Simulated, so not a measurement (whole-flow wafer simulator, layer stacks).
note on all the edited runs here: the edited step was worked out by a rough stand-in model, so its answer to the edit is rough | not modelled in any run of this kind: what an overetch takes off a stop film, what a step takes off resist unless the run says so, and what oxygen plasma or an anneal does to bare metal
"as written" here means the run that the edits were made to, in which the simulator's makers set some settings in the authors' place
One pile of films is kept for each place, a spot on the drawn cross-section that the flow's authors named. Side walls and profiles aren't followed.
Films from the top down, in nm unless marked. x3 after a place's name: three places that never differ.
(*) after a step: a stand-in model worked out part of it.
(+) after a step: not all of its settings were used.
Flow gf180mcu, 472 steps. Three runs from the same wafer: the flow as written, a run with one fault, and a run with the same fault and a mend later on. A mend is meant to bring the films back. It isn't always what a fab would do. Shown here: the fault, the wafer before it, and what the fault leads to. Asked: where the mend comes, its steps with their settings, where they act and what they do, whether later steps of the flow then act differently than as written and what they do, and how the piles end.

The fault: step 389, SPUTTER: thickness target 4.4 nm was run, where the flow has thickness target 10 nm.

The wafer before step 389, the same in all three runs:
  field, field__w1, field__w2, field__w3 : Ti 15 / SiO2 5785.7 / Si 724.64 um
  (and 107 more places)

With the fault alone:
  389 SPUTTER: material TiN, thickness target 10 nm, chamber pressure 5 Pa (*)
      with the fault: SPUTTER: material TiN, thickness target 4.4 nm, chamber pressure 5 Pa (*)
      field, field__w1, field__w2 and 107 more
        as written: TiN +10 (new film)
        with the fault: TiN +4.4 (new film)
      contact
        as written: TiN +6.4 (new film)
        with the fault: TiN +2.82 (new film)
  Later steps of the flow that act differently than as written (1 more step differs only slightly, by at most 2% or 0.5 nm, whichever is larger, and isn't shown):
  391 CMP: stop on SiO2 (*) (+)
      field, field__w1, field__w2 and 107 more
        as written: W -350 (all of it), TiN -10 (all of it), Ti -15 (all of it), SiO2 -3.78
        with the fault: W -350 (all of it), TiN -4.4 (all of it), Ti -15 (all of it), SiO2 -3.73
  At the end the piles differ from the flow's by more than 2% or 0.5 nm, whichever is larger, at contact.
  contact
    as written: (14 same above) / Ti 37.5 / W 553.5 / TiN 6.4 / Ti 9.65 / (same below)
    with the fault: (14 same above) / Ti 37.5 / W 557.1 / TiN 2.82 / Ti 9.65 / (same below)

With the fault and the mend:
  The mend comes after step 389.
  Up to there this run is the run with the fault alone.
  389a SPUTTER: material TiN, thickness target 5.6 nm, chamber pressure 5 Pa (*) (the flow's step 389 once more, with other settings)
      field, field__w1, field__w2 and 107 more
        TiN +5.6
      contact
        TiN +3.58
  No later step of the flow acts differently than as written at any place that is followed.
  At the end the piles are the same as the flow's at every place that both follow.
